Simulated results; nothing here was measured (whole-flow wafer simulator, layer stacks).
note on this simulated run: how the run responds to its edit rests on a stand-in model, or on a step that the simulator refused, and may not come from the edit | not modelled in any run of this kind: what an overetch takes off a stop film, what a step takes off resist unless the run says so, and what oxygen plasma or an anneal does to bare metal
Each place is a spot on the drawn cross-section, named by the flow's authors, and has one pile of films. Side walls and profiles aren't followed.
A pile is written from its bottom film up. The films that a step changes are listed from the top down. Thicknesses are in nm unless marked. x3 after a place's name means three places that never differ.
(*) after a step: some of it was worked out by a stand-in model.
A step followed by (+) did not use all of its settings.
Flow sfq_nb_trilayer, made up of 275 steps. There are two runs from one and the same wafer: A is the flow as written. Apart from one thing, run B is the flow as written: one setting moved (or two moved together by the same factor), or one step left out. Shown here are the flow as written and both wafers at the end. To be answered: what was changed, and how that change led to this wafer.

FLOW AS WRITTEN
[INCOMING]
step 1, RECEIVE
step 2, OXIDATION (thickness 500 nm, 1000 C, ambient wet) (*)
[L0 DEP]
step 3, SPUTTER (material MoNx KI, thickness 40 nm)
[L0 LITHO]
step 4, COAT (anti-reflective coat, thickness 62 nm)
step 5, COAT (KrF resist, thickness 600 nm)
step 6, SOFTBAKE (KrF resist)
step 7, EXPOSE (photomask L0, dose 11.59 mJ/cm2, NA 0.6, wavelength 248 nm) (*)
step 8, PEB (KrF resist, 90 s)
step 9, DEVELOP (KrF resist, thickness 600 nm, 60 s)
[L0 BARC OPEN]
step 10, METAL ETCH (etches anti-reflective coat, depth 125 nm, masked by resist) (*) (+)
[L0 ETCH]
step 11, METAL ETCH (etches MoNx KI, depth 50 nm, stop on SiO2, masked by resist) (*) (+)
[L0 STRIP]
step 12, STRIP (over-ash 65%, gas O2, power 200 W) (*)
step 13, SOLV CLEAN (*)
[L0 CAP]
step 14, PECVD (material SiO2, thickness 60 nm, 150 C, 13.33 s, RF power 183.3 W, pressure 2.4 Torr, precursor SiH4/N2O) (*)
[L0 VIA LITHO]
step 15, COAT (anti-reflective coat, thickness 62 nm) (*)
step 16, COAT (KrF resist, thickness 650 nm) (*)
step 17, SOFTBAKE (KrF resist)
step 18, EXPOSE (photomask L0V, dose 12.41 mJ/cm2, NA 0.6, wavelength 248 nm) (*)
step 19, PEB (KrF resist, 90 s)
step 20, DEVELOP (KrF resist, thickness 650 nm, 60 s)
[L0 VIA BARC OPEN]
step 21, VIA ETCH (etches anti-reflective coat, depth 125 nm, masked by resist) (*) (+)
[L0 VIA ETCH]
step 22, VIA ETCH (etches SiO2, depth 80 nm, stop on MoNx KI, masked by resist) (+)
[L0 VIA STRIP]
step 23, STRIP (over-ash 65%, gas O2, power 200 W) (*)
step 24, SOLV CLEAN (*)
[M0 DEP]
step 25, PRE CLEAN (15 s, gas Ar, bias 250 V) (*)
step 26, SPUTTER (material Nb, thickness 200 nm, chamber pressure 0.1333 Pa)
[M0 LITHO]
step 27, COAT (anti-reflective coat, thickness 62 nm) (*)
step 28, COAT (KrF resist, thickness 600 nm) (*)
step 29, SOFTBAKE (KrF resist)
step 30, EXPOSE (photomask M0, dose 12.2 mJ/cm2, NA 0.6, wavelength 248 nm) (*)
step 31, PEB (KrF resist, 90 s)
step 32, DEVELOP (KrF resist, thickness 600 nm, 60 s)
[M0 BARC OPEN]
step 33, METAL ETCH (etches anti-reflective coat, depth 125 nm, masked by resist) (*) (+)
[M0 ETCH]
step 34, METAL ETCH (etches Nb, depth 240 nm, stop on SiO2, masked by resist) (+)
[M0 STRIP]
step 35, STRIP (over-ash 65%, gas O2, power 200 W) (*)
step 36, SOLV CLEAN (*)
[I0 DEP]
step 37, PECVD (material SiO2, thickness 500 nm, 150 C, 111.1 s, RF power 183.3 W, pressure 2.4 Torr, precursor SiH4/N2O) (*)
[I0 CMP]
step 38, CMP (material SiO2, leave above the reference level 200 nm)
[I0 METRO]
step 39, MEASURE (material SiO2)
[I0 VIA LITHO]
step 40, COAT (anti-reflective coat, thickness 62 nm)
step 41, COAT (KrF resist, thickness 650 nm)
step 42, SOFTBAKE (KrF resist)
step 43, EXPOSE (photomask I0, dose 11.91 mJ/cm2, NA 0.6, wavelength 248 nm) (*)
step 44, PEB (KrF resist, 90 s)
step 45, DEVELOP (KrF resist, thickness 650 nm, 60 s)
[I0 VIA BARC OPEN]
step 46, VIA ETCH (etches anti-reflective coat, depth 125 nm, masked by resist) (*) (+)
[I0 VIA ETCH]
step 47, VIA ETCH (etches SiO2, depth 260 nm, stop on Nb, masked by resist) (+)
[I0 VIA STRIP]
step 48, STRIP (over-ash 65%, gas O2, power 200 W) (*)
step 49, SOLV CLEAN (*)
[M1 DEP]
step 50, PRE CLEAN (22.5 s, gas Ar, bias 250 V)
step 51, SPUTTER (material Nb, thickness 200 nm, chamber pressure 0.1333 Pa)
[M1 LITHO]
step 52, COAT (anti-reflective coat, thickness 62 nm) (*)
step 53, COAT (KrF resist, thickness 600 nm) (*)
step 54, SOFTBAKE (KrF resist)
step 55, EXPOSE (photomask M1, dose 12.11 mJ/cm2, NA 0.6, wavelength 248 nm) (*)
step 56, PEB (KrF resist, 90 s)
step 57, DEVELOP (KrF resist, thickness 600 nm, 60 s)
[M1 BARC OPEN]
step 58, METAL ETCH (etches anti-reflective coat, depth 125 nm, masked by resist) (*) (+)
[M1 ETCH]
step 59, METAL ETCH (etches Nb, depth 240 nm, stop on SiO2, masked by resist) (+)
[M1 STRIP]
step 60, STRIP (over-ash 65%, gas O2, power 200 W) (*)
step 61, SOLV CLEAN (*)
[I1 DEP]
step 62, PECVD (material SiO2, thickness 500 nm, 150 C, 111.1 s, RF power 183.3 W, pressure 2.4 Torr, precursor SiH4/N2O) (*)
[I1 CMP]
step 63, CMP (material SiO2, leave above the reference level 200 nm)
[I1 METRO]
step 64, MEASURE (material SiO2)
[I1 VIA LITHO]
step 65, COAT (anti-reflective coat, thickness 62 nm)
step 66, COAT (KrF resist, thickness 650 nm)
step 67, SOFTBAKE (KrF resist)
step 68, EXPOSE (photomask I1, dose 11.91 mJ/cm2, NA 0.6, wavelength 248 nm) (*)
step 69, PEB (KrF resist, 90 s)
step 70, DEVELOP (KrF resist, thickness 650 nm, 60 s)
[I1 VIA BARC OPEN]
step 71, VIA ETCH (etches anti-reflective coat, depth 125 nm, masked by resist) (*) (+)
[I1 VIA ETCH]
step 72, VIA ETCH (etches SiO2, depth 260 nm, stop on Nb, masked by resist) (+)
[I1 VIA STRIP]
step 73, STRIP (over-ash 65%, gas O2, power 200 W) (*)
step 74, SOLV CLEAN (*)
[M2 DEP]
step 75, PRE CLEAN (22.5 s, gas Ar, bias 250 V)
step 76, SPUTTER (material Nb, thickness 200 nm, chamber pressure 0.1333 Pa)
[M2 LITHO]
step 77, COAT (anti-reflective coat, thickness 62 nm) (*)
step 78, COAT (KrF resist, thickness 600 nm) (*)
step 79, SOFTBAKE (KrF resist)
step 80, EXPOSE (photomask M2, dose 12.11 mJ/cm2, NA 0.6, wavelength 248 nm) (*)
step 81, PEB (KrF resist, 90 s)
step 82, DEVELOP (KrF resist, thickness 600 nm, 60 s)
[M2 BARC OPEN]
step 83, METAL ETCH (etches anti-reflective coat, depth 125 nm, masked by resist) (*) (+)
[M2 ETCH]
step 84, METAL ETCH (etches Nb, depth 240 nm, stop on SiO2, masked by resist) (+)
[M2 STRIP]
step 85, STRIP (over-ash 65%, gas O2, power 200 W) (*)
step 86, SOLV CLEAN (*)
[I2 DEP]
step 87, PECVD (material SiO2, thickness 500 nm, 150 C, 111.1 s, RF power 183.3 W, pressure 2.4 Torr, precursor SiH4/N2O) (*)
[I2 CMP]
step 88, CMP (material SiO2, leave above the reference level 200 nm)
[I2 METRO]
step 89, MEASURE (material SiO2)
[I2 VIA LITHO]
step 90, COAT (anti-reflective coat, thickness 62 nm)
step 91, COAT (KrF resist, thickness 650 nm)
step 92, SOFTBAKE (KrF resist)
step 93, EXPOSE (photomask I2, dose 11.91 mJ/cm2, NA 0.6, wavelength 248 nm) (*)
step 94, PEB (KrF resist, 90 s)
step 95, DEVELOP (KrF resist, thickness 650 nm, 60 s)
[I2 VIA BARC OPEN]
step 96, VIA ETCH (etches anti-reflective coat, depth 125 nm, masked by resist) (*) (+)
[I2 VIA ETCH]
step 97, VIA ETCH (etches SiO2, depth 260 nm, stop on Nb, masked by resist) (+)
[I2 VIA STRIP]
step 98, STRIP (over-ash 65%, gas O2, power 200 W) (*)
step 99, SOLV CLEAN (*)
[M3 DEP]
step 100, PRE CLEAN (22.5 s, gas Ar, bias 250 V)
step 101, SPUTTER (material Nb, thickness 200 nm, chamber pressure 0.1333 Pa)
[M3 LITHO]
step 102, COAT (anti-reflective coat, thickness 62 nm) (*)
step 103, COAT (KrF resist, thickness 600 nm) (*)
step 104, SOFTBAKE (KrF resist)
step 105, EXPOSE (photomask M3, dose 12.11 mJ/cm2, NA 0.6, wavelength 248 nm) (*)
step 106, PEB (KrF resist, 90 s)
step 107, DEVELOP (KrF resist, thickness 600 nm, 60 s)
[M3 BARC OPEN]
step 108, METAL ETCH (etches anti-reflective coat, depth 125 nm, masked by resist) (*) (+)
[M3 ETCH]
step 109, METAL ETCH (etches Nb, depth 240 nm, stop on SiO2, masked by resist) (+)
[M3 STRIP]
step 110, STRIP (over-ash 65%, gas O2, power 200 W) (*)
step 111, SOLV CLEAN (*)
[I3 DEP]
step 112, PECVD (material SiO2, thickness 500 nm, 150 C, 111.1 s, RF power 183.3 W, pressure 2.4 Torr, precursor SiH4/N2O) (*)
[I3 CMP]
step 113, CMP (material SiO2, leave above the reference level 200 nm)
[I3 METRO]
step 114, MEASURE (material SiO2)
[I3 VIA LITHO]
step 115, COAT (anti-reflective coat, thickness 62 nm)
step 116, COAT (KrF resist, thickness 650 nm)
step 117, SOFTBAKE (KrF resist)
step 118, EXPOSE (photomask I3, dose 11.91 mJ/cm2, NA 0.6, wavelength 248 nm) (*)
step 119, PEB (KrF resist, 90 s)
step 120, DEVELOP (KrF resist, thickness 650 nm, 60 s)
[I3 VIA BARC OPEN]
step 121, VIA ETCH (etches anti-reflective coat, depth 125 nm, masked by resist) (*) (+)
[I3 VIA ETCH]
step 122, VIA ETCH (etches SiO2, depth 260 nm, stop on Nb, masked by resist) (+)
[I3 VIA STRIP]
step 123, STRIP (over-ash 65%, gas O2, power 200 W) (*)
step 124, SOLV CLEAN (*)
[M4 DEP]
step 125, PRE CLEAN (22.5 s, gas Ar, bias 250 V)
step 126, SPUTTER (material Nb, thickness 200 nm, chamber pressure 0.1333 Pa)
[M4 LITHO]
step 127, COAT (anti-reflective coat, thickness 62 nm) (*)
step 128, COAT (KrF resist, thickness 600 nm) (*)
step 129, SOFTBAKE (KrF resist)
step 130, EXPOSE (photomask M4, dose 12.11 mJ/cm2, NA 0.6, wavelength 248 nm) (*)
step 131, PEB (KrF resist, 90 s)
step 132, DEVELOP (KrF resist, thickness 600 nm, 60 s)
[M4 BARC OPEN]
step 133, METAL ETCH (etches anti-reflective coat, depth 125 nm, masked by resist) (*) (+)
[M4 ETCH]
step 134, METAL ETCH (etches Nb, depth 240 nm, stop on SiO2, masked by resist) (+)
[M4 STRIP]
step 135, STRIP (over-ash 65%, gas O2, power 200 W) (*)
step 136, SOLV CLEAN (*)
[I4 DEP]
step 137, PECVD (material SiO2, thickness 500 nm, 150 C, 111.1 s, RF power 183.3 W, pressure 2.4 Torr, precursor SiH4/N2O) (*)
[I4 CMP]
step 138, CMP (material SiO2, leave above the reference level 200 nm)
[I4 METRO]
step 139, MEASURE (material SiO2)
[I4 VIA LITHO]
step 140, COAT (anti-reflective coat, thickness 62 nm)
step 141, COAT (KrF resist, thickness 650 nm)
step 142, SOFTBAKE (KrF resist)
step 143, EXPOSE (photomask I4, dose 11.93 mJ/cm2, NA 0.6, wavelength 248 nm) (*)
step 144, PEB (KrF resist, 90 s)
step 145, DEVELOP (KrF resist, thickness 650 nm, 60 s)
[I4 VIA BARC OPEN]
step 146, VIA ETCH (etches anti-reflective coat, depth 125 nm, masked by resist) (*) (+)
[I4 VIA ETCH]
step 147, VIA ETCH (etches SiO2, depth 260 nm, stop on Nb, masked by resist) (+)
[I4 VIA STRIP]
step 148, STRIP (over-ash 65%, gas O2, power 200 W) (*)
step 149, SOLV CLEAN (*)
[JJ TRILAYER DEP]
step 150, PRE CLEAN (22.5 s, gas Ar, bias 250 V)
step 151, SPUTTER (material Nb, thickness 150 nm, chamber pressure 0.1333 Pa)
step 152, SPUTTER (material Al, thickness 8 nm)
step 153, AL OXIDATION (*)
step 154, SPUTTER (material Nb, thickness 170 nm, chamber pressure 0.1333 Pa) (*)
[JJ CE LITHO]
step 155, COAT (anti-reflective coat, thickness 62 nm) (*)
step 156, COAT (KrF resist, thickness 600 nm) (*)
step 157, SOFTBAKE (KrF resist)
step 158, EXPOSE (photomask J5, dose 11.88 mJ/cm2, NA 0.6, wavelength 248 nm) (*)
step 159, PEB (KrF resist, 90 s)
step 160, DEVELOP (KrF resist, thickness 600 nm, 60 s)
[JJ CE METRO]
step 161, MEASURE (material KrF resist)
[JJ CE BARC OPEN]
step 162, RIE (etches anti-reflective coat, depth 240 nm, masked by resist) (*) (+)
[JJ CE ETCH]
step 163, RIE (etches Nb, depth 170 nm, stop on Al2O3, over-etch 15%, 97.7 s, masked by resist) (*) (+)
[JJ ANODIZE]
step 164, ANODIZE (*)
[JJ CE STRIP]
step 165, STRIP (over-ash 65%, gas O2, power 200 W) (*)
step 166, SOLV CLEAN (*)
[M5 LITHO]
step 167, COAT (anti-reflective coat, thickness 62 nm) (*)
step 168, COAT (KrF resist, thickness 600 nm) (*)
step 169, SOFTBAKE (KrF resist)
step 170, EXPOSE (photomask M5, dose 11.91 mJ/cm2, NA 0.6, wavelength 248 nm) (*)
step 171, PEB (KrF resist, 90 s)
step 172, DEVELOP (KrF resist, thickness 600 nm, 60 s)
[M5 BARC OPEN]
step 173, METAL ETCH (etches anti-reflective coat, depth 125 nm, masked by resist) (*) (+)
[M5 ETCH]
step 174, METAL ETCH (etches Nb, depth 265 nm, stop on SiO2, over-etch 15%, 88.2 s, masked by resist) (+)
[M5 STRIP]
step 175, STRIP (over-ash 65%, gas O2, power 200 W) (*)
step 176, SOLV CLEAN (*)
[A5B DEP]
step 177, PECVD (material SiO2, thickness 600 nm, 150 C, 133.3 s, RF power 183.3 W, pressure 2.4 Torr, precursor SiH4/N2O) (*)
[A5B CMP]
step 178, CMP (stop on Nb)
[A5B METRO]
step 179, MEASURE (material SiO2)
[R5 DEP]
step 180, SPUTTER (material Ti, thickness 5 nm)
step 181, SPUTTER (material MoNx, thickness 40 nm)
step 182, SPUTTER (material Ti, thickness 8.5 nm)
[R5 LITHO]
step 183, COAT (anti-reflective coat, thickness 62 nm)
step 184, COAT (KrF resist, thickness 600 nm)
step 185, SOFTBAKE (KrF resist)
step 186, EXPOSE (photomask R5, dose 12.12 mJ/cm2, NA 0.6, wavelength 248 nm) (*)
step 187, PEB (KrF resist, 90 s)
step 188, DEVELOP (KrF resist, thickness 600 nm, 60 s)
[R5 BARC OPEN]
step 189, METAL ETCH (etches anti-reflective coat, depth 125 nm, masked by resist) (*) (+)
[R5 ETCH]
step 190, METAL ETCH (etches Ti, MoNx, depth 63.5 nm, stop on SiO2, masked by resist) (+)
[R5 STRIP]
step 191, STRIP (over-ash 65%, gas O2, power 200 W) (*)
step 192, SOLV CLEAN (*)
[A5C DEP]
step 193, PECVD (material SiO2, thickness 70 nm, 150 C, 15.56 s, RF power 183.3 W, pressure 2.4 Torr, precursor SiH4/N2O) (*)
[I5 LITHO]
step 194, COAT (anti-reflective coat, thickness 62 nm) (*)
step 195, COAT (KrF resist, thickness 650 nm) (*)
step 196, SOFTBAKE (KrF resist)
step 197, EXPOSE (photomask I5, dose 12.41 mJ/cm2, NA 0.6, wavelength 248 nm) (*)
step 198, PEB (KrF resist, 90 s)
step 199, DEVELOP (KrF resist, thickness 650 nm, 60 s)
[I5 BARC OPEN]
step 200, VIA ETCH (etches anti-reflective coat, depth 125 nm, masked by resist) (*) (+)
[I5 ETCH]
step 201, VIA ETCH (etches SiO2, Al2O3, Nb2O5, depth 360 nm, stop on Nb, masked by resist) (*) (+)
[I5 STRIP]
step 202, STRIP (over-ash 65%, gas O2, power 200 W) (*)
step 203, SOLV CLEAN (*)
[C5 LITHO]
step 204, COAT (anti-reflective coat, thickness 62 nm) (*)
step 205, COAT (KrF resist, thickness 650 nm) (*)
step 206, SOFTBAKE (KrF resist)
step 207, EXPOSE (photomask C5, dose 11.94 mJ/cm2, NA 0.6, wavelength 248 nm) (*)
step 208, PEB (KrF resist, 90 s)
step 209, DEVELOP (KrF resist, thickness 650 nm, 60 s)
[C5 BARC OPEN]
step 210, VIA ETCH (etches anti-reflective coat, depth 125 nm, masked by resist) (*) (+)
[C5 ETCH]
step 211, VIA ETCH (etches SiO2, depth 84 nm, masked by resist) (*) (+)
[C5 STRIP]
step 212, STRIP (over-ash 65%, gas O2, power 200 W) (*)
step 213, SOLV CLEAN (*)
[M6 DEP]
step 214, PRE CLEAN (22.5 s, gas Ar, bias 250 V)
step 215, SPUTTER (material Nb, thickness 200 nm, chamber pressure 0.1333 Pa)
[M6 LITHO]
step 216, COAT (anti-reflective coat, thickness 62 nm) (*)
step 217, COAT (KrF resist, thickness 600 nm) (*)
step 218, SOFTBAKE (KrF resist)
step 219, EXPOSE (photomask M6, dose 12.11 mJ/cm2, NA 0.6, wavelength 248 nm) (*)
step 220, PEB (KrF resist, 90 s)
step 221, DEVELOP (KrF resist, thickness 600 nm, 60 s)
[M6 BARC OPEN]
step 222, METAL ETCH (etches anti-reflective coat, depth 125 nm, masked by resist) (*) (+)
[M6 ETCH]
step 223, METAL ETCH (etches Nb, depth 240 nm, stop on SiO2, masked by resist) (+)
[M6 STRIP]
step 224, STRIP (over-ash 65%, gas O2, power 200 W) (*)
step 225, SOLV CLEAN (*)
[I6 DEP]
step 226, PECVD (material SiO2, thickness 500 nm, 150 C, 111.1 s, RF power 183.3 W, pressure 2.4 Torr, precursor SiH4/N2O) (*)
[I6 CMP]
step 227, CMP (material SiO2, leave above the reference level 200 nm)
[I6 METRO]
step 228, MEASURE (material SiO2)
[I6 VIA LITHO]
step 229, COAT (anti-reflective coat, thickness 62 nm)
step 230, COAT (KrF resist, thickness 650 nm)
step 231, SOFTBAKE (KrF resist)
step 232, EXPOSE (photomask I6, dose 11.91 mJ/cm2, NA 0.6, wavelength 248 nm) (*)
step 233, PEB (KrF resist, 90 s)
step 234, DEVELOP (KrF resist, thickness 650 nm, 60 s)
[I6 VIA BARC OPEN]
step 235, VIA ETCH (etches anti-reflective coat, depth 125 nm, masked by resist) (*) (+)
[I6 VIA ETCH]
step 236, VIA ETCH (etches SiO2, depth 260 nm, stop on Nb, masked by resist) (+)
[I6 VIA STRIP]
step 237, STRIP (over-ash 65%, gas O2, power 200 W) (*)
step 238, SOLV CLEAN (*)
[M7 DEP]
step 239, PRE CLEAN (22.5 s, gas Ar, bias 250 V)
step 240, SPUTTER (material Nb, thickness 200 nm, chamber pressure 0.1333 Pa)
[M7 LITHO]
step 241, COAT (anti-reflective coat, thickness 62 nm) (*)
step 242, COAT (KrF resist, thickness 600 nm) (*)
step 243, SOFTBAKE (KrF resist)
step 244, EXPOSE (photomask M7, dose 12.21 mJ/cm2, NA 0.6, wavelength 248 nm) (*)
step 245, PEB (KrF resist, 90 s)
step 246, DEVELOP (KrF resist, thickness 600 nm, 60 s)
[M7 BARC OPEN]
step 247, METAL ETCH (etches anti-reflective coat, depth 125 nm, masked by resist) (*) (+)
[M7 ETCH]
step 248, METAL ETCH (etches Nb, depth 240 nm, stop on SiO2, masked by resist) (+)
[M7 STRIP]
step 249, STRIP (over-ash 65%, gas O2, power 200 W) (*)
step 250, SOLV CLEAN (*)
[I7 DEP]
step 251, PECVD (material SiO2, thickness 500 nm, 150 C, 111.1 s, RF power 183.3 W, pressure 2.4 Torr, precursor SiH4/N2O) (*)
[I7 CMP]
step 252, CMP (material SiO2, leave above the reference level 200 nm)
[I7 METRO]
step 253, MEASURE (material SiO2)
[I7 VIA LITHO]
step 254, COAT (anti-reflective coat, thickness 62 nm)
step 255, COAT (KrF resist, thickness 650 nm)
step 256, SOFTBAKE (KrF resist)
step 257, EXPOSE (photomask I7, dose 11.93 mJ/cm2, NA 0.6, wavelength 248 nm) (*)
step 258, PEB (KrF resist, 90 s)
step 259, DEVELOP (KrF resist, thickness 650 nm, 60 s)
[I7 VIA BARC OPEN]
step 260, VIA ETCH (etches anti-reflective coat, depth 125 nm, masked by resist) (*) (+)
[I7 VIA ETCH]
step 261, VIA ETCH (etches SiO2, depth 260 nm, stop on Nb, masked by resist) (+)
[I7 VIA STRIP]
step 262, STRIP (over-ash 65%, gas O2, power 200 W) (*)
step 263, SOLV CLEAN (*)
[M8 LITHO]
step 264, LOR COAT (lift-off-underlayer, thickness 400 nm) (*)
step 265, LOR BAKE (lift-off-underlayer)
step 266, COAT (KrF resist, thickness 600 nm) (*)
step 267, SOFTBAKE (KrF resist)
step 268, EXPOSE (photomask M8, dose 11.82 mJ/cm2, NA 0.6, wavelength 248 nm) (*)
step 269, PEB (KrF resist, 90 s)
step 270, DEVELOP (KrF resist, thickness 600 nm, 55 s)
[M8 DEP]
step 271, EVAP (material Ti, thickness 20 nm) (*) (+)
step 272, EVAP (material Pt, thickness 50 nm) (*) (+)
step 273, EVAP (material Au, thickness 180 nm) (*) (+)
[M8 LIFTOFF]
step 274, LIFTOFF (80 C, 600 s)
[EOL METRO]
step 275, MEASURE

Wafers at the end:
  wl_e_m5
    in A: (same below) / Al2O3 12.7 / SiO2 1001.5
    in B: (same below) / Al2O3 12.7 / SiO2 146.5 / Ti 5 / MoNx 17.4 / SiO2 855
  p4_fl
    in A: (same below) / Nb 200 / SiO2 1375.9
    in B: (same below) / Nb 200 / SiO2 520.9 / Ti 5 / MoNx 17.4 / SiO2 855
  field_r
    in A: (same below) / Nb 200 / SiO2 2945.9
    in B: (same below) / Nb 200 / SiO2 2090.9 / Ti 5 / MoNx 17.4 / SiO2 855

What caused this: step 190, METAL ETCH: depth 31.1 nm was run, whereas the flow has depth 63.5 nm.

The path from the change to this, step by step:
  step 190, METAL ETCH (etches Ti, MoNx, depth 63.5 nm, stop on SiO2, masked by resist) (+)
      field_l, v_sur, via_wl and 92 more: A -8.5 Ti (all of it), -40 MoNx (all of it), -5 Ti (all of it) | B -8.5 Ti (all of it), -22.6 MoNx
      ce_l, c5j, ce_r, wl_jj: A -8.5 Ti (all of it), -40 MoNx (all of it), -5 Ti (all of it), -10 Nb | B -8.5 Ti (all of it), -22.6 MoNx
      (as well as at 7 more places)
  step 191, STRIP (over-ash 65%, gas O2, power 200 W) (*)
      be_r, r_sur, res, r_end, r5r_line_l, r5r_line_c, r5r_line_r: A -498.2 KrF resist (all of it), -62 anti-reflective coat (all of it) | B -511.1 KrF resist (all of it), -62 anti-reflective coat (all of it)
  step 193, PECVD (material SiO2, thickness 70 nm, 150 C, 15.56 s, RF power 183.3 W, pressure 2.4 Torr, precursor SiH4/N2O) (*)
      field_l, v_sur, via_wl and 92 more: A +70 SiO2 | B +70 SiO2 (new film)
  step 194, COAT (anti-reflective coat, thickness 62 nm) (*)
      wl_j_sl, wl_j_sr: A +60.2 anti-reflective coat (new film) | B +62 anti-reflective coat (new film)
      r5r_spacepad_l, r5r_spacepad_r: A +84.4 anti-reflective coat (new film) | B +74.8 anti-reflective coat (new film)
      (as well as at 15 more places)
  step 201, VIA ETCH (etches SiO2, Al2O3, Nb2O5, depth 360 nm, stop on Nb, masked by resist) (*) (+)
      be: A -216.4 SiO2 (all of it), -12.7 Al2O3 (all of it), -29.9 Nb2O5 (all of it) | B -69.8 SiO2 (all of it), -17.4 MoNx (all of it), -5 Ti (all of it), -146.5 SiO2 (all of it), -12.7 Al2O3 (all of it), -29.9 Nb2O5 (all of it)
  step 202, STRIP (over-ash 65%, gas O2, power 200 W) (*)
      wl_j_sl, wl_j_sr: A -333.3 KrF resist (all of it), -60.2 anti-reflective coat (all of it) | B -333.2 KrF resist (all of it), -62 anti-reflective coat (all of it)
      r5r_spacepad_l, r5r_spacepad_r: A -335.6 KrF resist (all of it), -84.4 anti-reflective coat (all of it) | B -334.7 KrF resist (all of it), -74.8 anti-reflective coat (all of it)
      (as well as at 15 more places)
  step 204, COAT (anti-reflective coat, thickness 62 nm) (*)
      wl_j_sl, wl_j_sr: A +60.2 anti-reflective coat (new film) | B +62 anti-reflective coat (new film)
      r5r_spacepad_l, r5r_spacepad_r: A +84.4 anti-reflective coat (new film) | B +74.8 anti-reflective coat (new film)
      (as well as at 17 more places)
  step 210, VIA ETCH (etches anti-reflective coat, depth 125 nm, masked by resist) (*) (+)
      field_l, v_sur, via_wl and 101 more: A -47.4 KrF resist | B -48.9 KrF resist
      c5j: A -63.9 anti-reflective coat (all of it), -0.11 SiO2 | B -61.2 anti-reflective coat (all of it), -0.13 SiO2
      (as well as at 1 more place)
  step 211, VIA ETCH (etches SiO2, depth 84 nm, masked by resist) (*) (+)
      c5j: A -69.9 SiO2 (all of it), -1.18 Nb | B -69.9 SiO2 (all of it)
  step 212, STRIP (over-ash 65%, gas O2, power 200 W) (*)
      wl_j_sl, wl_j_sr: A -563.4 KrF resist (all of it), -60.2 anti-reflective coat (all of it) | B -561.7 KrF resist (all of it), -62 anti-reflective coat (all of it)
      r5r_spacepad_l, r5r_spacepad_r: A -565.8 KrF resist (all of it), -84.4 anti-reflective coat (all of it) | B -563.1 KrF resist (all of it), -74.8 anti-reflective coat (all of it)
      (as well as at 15 more places)
  step 214, PRE CLEAN (22.5 s, gas Ar, bias 250 V)
      c5j: A -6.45 Nb | B -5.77 MoNx
  step 215, SPUTTER (material Nb, thickness 200 nm, chamber pressure 0.1333 Pa)
      c5j: A +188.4 Nb | B +189.1 Nb (new film)
      be: A +147.3 Nb | B +142.4 Nb
  step 216, COAT (anti-reflective coat, thickness 62 nm) (*)
      r5r_line_l, r5r_line_c, r5r_line_r: A +50 anti-reflective coat (new film) | B +54 anti-reflective coat (new film)
      wl_j_sl, wl_j_sr: A +60.2 anti-reflective coat (new film) | B +62 anti-reflective coat (new film)
      (as well as at 17 more places)
  step 217, COAT (KrF resist, thickness 600 nm) (*)
      be: A +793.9 KrF resist (new film) | B +813 KrF resist (new film)
  step 222, METAL ETCH (etches anti-reflective coat, depth 125 nm, masked by resist) (*) (+)
      r5r_line_l, r5r_line_c, r5r_line_r: A -50 anti-reflective coat (all of it) | B -54 anti-reflective coat (all of it)
      r5r_spacepad_l, r5r_spacepad_r: A -85.7 anti-reflective coat (all of it) | B -75.1 anti-reflective coat (all of it)
      (as well as at 2 more places)
  step 224, STRIP (over-ash 65%, gas O2, power 200 W) (*)
      wl_j_sl, wl_j_sr: A -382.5 KrF resist (all of it), -60.2 anti-reflective coat (all of it) | B -382.4 KrF resist (all of it), -62 anti-reflective coat (all of it)
      wire: A -369.8 KrF resist (all of it), -48.3 anti-reflective coat (all of it) | B -367.9 KrF resist (all of it), -47.2 anti-reflective coat (all of it)
      (as well as at 12 more places)
  ... 1 further step ...
  step 227, CMP (material SiO2, leave above the reference level 200 nm)
      ce_l, ce_r, wl_jj: A -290 SiO2 | B -300 SiO2
      be_r, r_sur, r_end: A -353.5 SiO2 | B -331.1 SiO2
      (as well as at 7 more places)
Taking metal films that touch as one body, wl_e_m5 has 7 bodies (between them, from the top down: SiO2 146.5 / Al2O3 12.7 / Nb2O5 29.9; SiO2 192.5; SiO2 192.5; SiO2 192.5; SiO2 192.5; SiO2 192.5); the flow as written gives 6 bodies (between them, from the top down: SiO2 192.5; SiO2 192.5; SiO2 192.5; SiO2 192.5; SiO2 192.5).
Taking metal films that touch as one body, p4_fl has 3 bodies (between them, from the top down: SiO2 520.9; SiO2 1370); the flow as written gives 2 bodies (between them, from the top down: SiO2 1370).
Taking metal films that touch as one body, field_r has 2 bodies (between them, from the top down: SiO2 2090.9); the flow as written gives 1 body.
